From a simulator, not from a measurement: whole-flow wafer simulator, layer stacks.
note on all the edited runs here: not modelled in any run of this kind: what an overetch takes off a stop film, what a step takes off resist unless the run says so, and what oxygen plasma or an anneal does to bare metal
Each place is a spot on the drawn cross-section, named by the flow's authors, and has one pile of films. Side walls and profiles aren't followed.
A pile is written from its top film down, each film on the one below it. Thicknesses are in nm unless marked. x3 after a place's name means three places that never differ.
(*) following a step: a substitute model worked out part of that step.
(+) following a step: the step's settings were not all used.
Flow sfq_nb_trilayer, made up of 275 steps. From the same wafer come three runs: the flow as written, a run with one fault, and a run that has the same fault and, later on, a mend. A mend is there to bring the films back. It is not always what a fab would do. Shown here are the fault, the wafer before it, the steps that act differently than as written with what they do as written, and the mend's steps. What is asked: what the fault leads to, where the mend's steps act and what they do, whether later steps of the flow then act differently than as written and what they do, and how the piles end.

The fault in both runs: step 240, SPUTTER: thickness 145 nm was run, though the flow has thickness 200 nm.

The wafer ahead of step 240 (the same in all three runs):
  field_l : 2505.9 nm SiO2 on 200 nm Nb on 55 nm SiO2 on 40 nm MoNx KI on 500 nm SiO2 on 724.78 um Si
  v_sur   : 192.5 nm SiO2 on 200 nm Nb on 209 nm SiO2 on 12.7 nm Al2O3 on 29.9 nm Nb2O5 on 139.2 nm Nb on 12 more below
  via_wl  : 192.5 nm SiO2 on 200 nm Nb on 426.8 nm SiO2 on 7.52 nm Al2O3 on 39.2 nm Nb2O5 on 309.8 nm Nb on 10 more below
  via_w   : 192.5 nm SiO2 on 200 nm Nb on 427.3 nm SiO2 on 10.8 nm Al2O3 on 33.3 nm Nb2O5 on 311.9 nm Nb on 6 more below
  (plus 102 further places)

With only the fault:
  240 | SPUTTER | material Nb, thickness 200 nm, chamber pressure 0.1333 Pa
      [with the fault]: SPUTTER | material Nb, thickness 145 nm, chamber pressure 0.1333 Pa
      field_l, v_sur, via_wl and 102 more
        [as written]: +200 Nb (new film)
        [with the fault]: +145 Nb (new film)
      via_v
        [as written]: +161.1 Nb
        [with the fault]: +116.7 Nb
  Steps later in the flow that act otherwise than as written (not shown: 3 more steps that differ only slightly, by at most 2% or 0.5 nm, whichever is larger):
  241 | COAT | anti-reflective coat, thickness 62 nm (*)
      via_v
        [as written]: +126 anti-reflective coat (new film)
        [with the fault]: +122.9 anti-reflective coat (new film)
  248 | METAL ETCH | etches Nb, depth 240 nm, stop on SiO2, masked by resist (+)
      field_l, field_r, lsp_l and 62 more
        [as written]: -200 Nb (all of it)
        [with the fault]: -145 Nb (all of it)
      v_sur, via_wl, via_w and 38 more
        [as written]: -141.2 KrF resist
        [with the fault]: -127.9 KrF resist
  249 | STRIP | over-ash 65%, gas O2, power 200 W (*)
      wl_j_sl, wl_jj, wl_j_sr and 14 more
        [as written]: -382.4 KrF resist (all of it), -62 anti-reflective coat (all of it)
        [with the fault]: -395.6 KrF resist (all of it), -62 anti-reflective coat (all of it)
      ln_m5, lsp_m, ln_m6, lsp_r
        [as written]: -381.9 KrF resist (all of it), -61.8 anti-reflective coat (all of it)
        [with the fault]: -395.2 KrF resist (all of it), -61.8 anti-reflective coat (all of it)
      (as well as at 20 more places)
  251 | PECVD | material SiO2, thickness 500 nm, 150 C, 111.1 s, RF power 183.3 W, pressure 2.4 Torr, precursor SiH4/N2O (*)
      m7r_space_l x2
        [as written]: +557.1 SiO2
        [with the fault]: +502.1 SiO2
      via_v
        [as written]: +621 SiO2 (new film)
        [with the fault]: +604.6 SiO2 (new film)
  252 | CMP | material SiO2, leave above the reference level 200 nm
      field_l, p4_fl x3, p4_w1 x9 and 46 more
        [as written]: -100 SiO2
        [with the fault]: -155 SiO2
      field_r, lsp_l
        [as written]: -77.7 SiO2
        [with the fault]: -138.8 SiO2
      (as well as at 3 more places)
  At v_sur, via_wl, via_w and 87 more, the piles at the end differ from the flow's by more than 2% or 0.5 nm, whichever is larger.
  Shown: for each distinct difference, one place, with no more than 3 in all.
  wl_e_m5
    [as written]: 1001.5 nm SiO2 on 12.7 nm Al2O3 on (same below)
    [with the fault]: 946.5 nm SiO2 on 12.7 nm Al2O3 on (same below)
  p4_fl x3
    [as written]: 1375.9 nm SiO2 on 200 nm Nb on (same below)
    [with the fault]: 1320.9 nm SiO2 on 200 nm Nb on (same below)
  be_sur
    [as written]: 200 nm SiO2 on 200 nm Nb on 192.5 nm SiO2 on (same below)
    [with the fault]: 200 nm SiO2 on 145 nm Nb on 192.5 nm SiO2 on (same below)

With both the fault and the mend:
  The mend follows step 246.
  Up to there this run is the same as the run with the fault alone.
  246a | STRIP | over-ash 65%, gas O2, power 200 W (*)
      p4_fl x3, p4_w1 x9, p4_g1 x2 and 46 more
        -62 anti-reflective coat (all of it)
      wl_j_sl, wl_jj, wl_j_sr and 14 more
        -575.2 KrF resist (all of it), -62 anti-reflective coat (all of it)
      field_r, lsp_l, l0_sur, l0v
        -61.8 anti-reflective coat (all of it)
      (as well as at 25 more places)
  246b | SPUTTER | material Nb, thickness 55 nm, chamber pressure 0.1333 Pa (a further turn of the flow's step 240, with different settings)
      field_l, v_sur, via_wl and 102 more
        +55 Nb
      via_v
        +40.9 Nb
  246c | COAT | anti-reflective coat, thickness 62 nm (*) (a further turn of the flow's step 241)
      p4_fl x3, p4_w1 x9, p4_g1 x2 and 63 more
        +62 anti-reflective coat (new film)
      field_r, lsp_l, ln_m5, lsp_m, ln_m6, lsp_r, l0_sur, l0v
        +61.8 anti-reflective coat (new film)
      be_r, r_sur, res, r_end, moat
        +61.7 anti-reflective coat (new film)
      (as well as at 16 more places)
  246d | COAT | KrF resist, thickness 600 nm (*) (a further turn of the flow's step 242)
      p4_fl x3, p4_w1 x9, p4_g1 x2 and 63 more
        +600 KrF resist (new film)
      field_r, lsp_l, ln_m5, lsp_m, ln_m6, l0v
        +599.5 KrF resist (new film)
      r_end, moat
        +599.4 KrF resist (new film)
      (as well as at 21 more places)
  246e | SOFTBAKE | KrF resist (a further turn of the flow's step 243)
      alters no film at any place that is followed
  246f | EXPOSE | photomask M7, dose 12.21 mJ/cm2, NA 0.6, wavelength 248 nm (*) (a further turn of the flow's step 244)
      alters no film at any place that is followed
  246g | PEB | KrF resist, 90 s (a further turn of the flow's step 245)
      field_l, v_sur, via_wl and 97 more
        -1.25 KrF resist
      via_w, via_wr, wire, be
        -1.24 KrF resist
      via_sp
        -1.23 KrF resist
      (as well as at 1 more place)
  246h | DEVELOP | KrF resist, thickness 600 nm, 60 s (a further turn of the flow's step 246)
      p4_fl x3, p4_w1 x9, p4_g1 x2 and 46 more
        -598.7 KrF resist (all of it)
      v_sur, via_wl, via_w and 38 more
        -23.5 KrF resist
      field_r, lsp_l
        -598.2 KrF resist (all of it)
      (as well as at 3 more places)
  None of the later steps of the flow differs from how it acts as written, at any place that is followed, by more than 2% or 0.5 nm, whichever is larger.
  The piles end only slightly different from the flow's at the places that both follow, by no more than 2% or 0.5 nm, whichever is larger.
